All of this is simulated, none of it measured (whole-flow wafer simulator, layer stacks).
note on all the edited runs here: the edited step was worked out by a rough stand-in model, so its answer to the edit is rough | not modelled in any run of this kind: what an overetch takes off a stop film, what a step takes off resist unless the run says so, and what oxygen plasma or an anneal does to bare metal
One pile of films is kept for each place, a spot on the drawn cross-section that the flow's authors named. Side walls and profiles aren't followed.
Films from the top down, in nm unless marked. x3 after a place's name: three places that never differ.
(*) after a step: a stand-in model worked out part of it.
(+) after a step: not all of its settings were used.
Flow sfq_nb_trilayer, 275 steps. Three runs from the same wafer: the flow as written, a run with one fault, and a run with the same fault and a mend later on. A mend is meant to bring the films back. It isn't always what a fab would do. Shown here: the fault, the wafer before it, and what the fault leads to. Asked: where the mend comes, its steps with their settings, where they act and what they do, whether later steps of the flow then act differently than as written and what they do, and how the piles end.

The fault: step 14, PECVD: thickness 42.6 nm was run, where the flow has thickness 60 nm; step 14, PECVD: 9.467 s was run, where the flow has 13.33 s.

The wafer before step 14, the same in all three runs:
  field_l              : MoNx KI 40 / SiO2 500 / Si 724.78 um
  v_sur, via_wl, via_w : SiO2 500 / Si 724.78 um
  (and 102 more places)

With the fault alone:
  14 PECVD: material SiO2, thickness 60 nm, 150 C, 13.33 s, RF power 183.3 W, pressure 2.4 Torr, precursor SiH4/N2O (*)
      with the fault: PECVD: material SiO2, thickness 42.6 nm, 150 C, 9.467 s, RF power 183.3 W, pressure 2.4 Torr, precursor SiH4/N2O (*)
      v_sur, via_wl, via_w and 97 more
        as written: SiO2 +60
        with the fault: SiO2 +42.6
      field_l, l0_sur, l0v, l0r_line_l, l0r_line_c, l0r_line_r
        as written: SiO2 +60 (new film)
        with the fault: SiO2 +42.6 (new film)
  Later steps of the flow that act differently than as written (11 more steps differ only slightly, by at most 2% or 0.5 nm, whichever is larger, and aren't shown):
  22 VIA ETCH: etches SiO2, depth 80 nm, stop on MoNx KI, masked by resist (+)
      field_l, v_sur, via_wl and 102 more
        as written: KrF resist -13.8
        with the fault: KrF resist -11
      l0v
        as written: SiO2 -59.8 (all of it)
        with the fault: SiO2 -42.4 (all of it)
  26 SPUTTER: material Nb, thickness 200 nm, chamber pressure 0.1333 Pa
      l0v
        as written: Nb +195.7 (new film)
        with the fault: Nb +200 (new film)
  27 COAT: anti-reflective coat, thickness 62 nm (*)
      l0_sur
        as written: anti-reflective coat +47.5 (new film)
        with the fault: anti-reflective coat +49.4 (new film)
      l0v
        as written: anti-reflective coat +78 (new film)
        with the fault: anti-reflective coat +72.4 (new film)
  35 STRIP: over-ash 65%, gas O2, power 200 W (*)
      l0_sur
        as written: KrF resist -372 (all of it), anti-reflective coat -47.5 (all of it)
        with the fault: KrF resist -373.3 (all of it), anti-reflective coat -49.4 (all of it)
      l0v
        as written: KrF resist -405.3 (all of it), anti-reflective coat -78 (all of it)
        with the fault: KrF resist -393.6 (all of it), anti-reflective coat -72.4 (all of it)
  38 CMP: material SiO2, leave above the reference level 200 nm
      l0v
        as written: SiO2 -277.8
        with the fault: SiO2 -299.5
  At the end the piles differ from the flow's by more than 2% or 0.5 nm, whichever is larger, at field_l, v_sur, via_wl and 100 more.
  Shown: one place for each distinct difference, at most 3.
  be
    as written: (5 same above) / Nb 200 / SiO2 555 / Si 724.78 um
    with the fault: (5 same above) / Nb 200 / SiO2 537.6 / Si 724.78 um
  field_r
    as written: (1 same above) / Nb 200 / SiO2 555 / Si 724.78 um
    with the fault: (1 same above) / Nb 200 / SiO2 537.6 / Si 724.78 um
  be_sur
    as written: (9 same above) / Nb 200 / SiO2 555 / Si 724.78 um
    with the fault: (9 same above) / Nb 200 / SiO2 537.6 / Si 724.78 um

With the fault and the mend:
  The mend comes after step 14.
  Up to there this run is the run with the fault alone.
  14a PECVD: material SiO2, thickness 17.4 nm, 150 C, 3.867 s, RF power 183.3 W, pressure 2.4 Torr, precursor SiH4/N2O (the flow's step 14 once more, with other settings)
      field_l, v_sur, via_wl and 103 more
        SiO2 +17.4
  No later step of the flow acts differently than as written, at any place that is followed, by more than 2% or 0.5 nm, whichever is larger.
  At the end the piles are the same as the flow's at every place that both follow.
